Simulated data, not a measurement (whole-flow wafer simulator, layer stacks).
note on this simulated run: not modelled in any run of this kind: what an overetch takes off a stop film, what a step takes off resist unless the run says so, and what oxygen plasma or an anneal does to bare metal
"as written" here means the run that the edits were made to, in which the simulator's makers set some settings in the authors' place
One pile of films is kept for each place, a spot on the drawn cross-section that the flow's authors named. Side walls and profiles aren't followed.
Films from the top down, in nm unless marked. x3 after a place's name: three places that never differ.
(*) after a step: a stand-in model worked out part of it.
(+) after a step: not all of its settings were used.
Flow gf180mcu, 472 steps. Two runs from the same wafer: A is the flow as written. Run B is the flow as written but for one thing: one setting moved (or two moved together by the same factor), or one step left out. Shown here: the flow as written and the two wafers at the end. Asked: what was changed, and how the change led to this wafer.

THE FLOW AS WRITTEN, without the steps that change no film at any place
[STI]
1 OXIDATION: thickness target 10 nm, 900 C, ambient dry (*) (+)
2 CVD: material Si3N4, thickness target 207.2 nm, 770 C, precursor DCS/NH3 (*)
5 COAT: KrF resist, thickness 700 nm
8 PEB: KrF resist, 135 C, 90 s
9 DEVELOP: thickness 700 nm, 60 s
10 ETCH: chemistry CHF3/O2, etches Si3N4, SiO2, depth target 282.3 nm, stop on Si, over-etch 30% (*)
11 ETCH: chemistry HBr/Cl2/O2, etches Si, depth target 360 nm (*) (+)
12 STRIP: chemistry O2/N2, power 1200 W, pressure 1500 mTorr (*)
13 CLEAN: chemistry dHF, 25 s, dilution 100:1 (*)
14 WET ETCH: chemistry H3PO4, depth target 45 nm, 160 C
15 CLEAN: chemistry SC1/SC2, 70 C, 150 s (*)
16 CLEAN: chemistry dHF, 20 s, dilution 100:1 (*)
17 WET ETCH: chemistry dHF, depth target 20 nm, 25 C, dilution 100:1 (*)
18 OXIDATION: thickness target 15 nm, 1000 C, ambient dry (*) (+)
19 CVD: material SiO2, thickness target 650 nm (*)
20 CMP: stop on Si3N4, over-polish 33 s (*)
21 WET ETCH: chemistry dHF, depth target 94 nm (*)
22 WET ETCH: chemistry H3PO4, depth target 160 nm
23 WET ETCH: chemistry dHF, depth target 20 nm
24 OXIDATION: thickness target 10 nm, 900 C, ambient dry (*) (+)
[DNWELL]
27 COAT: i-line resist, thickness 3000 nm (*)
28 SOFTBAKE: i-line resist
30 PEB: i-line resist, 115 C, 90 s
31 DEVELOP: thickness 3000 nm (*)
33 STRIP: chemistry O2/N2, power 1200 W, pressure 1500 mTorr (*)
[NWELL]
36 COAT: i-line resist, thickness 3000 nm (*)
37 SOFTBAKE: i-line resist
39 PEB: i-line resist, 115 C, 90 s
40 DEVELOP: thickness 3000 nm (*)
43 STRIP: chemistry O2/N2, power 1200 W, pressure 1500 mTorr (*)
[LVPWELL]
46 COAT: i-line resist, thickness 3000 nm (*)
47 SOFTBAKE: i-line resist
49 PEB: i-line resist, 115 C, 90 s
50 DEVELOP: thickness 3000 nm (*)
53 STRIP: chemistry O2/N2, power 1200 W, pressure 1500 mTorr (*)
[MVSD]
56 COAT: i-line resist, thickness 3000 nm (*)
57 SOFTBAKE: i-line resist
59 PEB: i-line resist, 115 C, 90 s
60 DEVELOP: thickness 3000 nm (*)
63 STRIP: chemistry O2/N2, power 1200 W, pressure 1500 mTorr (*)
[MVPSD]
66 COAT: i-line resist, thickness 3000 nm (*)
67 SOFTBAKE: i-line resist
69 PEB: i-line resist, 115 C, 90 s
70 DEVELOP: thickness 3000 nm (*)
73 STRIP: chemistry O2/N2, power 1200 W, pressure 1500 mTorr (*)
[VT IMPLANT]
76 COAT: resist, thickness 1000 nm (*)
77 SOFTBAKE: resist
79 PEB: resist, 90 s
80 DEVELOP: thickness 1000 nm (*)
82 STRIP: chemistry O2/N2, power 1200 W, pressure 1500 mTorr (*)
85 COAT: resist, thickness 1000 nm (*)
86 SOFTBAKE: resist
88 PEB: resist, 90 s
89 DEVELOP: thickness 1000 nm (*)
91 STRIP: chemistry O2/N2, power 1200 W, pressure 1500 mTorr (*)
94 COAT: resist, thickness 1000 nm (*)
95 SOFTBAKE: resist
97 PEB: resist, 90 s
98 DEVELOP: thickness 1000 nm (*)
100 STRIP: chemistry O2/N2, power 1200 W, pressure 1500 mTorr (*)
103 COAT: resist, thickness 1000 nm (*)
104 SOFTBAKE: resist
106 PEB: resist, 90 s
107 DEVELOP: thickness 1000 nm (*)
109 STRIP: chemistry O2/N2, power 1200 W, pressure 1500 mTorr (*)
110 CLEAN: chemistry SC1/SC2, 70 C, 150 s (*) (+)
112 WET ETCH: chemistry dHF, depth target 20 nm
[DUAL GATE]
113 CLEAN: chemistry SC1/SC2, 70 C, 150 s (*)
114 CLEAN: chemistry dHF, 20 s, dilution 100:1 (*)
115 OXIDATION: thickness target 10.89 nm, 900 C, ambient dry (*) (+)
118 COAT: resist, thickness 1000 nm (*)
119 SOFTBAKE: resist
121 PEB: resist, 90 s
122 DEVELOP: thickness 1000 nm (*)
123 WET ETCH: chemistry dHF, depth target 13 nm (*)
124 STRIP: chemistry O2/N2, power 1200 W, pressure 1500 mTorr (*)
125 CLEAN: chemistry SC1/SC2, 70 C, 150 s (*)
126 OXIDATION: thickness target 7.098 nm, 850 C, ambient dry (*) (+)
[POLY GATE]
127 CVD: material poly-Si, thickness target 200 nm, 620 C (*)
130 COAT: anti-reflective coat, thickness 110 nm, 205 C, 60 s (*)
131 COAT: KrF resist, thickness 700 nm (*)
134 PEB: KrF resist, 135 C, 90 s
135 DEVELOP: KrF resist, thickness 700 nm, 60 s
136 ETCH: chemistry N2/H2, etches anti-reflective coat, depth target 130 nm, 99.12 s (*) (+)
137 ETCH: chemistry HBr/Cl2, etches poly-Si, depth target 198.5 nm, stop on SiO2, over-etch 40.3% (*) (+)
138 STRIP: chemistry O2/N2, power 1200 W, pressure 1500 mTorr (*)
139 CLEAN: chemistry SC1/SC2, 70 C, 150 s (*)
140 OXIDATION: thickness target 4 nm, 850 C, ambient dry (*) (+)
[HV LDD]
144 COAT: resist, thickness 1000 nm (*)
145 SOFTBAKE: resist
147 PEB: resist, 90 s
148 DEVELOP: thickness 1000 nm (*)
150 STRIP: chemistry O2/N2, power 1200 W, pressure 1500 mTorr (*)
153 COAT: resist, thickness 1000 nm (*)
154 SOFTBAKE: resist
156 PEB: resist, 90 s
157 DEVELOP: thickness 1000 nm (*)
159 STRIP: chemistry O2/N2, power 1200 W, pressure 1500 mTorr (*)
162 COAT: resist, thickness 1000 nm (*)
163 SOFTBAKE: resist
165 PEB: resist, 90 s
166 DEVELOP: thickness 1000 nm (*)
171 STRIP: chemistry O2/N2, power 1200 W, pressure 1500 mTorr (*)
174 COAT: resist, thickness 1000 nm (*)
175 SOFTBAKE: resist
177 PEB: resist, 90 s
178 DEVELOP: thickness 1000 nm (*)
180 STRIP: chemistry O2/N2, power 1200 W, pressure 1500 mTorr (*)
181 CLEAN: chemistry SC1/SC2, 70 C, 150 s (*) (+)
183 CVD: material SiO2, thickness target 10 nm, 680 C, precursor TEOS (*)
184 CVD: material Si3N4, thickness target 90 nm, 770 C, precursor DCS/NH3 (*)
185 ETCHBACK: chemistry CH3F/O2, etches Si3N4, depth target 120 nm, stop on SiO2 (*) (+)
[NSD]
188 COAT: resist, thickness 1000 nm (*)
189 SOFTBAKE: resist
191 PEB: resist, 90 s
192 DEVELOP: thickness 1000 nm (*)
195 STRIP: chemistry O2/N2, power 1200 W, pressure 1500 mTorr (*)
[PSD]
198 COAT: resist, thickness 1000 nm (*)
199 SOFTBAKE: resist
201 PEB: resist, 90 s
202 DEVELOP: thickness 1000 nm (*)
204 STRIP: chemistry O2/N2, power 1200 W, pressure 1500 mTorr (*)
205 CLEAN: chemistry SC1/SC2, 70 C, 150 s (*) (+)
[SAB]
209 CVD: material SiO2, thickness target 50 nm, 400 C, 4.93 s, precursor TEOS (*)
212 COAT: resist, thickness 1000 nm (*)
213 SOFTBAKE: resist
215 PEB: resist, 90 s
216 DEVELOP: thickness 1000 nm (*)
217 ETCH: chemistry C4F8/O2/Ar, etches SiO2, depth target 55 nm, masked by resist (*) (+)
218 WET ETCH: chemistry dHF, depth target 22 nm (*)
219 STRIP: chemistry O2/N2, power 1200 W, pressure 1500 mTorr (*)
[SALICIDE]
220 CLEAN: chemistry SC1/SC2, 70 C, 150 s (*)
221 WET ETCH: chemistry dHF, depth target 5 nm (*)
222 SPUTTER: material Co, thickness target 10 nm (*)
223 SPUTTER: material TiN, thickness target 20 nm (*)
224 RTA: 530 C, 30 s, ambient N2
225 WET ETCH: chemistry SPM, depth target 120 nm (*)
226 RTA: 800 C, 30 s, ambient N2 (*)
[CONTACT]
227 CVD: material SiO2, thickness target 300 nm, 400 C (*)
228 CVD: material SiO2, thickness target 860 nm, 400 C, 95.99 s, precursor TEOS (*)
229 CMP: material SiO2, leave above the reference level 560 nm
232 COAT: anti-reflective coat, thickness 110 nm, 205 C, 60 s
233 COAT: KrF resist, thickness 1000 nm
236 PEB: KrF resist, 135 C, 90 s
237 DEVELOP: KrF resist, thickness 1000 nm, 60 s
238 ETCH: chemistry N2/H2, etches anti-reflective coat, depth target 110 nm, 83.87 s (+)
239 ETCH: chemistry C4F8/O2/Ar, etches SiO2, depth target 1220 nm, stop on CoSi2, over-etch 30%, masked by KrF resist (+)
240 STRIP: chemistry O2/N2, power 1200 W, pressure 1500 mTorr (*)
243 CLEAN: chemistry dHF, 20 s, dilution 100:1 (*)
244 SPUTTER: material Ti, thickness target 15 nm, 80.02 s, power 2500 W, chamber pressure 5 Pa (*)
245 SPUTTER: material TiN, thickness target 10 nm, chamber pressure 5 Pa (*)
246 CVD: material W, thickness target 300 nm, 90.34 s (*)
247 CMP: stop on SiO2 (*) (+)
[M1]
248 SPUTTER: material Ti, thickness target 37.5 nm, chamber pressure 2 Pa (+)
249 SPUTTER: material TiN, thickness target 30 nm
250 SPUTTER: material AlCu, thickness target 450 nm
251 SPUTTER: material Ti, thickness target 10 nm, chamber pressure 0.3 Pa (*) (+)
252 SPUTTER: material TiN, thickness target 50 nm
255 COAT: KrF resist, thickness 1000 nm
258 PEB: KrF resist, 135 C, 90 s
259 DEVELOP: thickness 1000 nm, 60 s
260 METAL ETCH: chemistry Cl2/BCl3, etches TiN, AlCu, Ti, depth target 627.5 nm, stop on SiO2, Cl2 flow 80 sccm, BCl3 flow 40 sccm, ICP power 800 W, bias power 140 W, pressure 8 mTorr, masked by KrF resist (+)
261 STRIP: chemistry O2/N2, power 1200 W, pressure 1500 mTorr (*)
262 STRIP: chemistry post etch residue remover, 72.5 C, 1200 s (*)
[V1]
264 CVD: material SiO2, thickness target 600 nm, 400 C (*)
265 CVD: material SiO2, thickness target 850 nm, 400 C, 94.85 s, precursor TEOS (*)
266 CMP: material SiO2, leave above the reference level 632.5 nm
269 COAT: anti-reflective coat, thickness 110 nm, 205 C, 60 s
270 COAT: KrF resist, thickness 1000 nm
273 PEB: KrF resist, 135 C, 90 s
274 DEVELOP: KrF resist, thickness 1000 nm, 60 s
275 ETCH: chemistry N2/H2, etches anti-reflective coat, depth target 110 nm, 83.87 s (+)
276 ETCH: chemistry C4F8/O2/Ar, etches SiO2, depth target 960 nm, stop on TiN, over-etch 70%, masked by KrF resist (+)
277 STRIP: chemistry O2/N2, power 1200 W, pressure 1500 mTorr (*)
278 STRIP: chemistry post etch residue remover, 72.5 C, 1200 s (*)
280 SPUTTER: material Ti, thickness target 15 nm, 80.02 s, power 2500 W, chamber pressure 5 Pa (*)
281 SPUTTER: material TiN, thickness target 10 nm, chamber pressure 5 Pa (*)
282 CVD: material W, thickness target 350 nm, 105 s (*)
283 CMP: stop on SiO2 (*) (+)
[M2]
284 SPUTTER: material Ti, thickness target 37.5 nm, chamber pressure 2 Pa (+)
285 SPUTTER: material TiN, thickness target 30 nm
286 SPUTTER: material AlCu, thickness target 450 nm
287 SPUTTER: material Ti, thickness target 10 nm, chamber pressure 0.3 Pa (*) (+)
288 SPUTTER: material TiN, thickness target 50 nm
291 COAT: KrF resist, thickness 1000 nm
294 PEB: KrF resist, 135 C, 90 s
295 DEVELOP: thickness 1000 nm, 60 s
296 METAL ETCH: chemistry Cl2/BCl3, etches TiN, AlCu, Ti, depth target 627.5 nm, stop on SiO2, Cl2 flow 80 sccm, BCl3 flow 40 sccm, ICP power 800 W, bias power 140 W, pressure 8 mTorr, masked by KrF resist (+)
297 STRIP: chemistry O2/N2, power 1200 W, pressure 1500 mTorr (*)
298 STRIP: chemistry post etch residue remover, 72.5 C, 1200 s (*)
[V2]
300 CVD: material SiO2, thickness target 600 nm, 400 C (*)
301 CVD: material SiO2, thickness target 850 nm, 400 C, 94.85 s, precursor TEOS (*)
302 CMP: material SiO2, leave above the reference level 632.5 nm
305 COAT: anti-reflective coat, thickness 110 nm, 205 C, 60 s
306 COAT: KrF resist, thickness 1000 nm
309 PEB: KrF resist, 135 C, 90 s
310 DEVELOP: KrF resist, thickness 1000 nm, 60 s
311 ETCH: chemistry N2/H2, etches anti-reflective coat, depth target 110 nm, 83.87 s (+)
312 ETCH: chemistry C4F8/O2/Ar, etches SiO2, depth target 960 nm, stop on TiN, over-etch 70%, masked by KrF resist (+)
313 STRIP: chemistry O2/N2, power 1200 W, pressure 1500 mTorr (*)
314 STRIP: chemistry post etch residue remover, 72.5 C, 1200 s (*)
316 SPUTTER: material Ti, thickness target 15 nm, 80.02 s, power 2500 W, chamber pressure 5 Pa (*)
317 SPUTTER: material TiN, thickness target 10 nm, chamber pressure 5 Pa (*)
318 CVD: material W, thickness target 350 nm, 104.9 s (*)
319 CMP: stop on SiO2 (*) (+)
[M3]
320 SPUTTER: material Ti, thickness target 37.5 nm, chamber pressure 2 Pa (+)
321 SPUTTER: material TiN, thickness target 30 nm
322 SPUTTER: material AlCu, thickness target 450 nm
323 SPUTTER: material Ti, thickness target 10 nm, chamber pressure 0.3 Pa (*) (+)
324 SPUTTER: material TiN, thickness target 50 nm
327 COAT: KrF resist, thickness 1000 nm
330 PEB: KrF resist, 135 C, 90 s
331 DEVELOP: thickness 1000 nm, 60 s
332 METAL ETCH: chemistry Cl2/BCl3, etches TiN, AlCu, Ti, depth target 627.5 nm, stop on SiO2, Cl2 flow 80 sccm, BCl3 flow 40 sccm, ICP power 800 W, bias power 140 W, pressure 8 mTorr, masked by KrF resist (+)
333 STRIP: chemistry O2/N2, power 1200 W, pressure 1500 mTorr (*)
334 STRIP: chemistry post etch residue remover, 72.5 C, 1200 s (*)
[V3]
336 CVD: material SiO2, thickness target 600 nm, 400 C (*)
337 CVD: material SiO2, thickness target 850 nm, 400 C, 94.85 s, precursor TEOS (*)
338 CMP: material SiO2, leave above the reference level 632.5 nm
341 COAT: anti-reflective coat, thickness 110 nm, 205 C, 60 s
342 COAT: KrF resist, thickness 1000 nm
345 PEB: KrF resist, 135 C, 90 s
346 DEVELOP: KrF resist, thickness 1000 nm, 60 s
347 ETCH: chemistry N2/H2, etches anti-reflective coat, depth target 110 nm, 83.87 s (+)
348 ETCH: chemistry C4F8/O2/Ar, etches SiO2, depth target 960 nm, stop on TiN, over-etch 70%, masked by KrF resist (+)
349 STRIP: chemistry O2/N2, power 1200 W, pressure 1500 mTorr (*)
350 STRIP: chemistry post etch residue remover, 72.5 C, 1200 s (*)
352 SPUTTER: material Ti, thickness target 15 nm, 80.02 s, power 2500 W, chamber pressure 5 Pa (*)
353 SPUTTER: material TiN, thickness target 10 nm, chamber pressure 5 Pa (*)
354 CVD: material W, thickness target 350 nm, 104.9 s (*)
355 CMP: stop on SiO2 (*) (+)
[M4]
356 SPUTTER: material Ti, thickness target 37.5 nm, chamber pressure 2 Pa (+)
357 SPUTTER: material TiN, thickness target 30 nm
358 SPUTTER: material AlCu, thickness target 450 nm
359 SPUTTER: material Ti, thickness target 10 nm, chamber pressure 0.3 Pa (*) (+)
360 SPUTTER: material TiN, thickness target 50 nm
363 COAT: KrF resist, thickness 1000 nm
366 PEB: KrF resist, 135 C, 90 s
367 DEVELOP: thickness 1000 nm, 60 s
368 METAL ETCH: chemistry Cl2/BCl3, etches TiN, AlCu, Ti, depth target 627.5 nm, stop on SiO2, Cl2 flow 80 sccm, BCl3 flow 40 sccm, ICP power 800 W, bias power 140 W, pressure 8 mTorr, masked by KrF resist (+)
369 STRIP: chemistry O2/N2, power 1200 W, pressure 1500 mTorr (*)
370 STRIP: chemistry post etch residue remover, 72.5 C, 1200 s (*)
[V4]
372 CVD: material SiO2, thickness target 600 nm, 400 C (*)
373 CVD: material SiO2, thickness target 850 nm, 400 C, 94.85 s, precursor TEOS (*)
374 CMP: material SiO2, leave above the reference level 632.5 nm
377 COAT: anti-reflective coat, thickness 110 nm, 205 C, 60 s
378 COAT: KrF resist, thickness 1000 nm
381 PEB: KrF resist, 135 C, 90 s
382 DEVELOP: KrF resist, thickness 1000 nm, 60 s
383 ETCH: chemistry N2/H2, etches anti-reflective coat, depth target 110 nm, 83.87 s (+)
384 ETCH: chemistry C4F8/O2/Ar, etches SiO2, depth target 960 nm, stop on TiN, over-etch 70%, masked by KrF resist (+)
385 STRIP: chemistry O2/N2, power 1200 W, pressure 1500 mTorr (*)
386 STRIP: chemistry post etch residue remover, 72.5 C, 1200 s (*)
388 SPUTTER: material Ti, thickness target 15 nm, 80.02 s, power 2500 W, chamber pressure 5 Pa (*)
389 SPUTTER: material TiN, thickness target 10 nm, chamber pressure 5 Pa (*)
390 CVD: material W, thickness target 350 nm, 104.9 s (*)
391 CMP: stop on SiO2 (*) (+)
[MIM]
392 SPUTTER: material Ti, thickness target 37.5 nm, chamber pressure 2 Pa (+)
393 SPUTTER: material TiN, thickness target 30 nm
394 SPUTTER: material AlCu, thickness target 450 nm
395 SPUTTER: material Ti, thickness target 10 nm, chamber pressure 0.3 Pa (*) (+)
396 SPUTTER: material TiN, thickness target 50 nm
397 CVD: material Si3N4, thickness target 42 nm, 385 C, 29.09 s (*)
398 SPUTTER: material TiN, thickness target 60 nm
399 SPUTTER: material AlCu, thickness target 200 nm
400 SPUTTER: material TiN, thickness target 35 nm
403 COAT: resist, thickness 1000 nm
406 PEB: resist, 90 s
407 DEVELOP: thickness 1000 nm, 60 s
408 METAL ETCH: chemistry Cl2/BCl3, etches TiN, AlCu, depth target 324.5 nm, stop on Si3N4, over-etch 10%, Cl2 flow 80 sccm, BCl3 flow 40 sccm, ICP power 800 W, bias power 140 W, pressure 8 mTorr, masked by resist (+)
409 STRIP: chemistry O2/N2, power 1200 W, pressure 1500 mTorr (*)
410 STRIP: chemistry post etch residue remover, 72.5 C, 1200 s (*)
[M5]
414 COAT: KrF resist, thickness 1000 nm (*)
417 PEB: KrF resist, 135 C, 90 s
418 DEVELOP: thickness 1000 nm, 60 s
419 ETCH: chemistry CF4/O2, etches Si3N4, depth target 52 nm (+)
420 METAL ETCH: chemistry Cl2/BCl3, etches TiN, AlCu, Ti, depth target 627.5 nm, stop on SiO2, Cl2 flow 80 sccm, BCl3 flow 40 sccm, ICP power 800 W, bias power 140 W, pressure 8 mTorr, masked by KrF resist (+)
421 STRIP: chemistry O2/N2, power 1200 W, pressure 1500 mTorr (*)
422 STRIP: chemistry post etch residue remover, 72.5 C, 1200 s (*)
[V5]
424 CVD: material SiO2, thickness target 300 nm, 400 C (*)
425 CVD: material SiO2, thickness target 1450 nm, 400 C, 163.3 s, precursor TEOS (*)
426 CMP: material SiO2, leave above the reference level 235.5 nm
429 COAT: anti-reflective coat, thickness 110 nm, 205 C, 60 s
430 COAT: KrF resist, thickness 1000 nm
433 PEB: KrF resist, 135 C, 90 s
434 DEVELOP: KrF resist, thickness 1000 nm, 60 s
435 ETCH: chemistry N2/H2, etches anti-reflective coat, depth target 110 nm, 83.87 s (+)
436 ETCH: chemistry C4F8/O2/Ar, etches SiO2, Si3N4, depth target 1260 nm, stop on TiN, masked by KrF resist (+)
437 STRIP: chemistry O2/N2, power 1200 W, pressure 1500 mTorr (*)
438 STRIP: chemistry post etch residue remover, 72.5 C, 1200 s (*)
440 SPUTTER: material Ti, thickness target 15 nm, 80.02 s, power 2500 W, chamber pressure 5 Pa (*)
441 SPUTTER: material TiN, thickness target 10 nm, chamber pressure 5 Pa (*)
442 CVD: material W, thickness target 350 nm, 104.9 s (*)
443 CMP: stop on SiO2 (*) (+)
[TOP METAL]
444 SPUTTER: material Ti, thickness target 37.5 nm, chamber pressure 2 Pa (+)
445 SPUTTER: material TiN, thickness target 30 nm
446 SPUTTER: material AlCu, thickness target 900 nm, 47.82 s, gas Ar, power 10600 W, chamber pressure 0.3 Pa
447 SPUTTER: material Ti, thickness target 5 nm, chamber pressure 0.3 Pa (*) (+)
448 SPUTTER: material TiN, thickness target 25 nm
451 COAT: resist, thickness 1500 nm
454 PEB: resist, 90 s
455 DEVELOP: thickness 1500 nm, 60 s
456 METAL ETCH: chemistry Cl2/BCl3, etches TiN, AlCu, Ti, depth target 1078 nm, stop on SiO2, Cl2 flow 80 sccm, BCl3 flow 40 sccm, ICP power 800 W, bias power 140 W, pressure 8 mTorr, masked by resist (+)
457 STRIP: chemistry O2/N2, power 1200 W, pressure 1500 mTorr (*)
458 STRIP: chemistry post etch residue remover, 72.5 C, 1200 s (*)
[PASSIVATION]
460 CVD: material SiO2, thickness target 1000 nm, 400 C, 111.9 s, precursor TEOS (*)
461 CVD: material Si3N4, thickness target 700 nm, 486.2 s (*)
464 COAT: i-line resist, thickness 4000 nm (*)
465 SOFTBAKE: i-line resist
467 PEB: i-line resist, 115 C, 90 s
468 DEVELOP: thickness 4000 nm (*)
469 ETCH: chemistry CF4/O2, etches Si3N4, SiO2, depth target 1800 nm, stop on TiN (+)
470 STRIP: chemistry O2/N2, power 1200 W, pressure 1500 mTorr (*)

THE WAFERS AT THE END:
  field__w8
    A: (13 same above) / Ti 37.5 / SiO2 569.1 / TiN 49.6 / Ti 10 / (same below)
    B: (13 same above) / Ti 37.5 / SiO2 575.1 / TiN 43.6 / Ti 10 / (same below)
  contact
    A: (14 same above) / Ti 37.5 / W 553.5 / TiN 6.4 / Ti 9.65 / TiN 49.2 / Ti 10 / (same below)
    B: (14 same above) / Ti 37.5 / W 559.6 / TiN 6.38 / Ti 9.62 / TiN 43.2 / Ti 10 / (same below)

The cause: step 360, SPUTTER: thickness target 44 nm was run, where the flow has thickness target 50 nm.

How the change led to this, step by step:
  360 SPUTTER: material TiN, thickness target 50 nm
      field, field__w1, field__w2 and 108 more: A TiN +50 (new film) | B TiN +44 (new film)
  368 METAL ETCH: chemistry Cl2/BCl3, etches TiN, AlCu, Ti, depth target 627.5 nm, stop on SiO2, Cl2 flow 80 sccm, BCl3 flow 40 sccm, ICP power 800 W, bias power 140 W, pressure 8 mTorr, masked by KrF resist (+)
      field, field__w1, field__w2 and 103 more: A TiN -50 (all of it), Ti -10 (all of it), AlCu -450 (all of it), TiN -30 (all of it), Ti -37.5 (all of it) | B TiN -44 (all of it), Ti -10 (all of it), AlCu -450 (all of it), TiN -30 (all of it), Ti -37.5 (all of it)
